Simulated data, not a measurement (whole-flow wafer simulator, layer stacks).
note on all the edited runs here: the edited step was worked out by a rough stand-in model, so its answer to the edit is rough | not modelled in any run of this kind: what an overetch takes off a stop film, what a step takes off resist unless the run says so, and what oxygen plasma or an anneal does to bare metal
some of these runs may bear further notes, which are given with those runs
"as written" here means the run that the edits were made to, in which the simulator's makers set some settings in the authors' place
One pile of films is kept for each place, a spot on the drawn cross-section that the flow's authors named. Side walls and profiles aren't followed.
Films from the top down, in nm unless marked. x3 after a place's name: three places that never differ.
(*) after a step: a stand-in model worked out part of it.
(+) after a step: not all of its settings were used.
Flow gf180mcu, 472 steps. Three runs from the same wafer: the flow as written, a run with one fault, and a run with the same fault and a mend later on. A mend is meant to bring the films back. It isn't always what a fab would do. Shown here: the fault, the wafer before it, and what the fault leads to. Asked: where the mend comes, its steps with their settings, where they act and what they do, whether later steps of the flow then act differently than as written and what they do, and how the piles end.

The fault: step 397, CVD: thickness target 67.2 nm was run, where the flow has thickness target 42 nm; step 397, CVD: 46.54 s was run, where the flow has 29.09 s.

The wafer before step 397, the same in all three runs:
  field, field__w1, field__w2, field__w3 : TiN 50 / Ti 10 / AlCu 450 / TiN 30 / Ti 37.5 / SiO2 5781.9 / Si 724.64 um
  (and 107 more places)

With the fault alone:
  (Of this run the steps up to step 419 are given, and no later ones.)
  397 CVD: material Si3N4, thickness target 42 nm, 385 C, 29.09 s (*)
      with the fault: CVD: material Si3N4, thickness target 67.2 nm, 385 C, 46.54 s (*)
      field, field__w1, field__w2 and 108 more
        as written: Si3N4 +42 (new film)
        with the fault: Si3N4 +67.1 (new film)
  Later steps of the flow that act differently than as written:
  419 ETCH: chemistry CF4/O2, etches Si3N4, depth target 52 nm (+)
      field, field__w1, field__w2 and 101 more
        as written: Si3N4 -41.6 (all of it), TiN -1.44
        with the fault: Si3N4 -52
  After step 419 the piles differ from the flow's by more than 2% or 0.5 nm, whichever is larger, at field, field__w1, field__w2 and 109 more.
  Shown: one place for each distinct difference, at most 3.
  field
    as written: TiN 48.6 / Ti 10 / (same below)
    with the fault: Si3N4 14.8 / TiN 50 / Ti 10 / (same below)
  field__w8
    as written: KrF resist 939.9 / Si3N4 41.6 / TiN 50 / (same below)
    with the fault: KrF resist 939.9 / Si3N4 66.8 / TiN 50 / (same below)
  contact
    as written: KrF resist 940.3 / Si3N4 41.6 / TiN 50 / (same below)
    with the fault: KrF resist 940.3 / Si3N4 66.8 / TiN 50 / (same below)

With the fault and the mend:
  The mend comes after step 397.
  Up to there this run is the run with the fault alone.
  397a WET ETCH: chemistry H3PO4, depth target 25.2 nm, 160 C (the flow's step 14 once more, with other settings)
      field, field__w1, field__w2 and 108 more
        Si3N4 -25.2
  No later step of the flow acts differently than as written, at any place that is followed, by more than 2% or 0.5 nm, whichever is larger.
  At the end the piles differ from the flow's only slightly at the places that both follow, by at most 2% or 0.5 nm, whichever is larger.
